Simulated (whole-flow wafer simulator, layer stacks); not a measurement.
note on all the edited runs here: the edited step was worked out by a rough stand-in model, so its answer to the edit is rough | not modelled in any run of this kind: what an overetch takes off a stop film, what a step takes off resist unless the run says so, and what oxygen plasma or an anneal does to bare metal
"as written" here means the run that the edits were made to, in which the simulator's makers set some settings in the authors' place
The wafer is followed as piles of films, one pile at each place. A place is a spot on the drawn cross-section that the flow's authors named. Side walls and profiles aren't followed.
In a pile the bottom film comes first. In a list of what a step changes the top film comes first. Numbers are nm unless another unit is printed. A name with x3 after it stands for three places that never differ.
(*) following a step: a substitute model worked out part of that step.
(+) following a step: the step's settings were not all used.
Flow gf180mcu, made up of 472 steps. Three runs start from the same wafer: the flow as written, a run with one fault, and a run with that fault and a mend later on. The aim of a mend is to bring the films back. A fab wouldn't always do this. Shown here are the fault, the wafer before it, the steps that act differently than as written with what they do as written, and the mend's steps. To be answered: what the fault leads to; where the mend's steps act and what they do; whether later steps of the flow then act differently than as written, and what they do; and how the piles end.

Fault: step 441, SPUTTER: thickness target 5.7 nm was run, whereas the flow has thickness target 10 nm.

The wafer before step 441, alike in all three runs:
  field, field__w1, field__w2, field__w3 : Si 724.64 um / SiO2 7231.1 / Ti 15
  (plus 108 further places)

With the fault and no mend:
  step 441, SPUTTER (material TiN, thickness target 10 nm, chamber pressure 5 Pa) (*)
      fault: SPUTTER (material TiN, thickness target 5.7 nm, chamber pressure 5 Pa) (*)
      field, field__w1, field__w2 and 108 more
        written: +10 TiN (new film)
        fault: +5.7 TiN (new film)
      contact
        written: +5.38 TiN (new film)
        fault: +3.07 TiN (new film)
  Later steps of the flow acting differently than as written (1 other step is not shown; it differs only slightly, by no more than 2% or 0.5 nm, whichever is larger):
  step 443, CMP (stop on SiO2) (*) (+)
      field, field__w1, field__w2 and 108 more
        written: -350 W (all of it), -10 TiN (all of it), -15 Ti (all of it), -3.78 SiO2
        fault: -350 W (all of it), -5.7 TiN (all of it), -15 Ti (all of it), -3.74 SiO2
  The piles end different from the flow's at contact by more than 2% or 0.5 nm, whichever is larger.
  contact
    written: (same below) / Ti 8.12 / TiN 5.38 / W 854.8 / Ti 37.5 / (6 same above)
    fault: (same below) / Ti 8.12 / TiN 3.07 / W 857.1 / Ti 37.5 / (6 same above)

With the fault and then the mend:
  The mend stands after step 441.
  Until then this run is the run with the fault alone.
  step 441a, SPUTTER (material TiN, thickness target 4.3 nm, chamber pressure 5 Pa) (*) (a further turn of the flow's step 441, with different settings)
      field, field__w1, field__w2 and 108 more
        +4.3 TiN
      contact
        +2.31 TiN
  Every later step of the flow that is run acts as written at every place that is followed.
  The piles end the same as the flow's at every place that both follow.
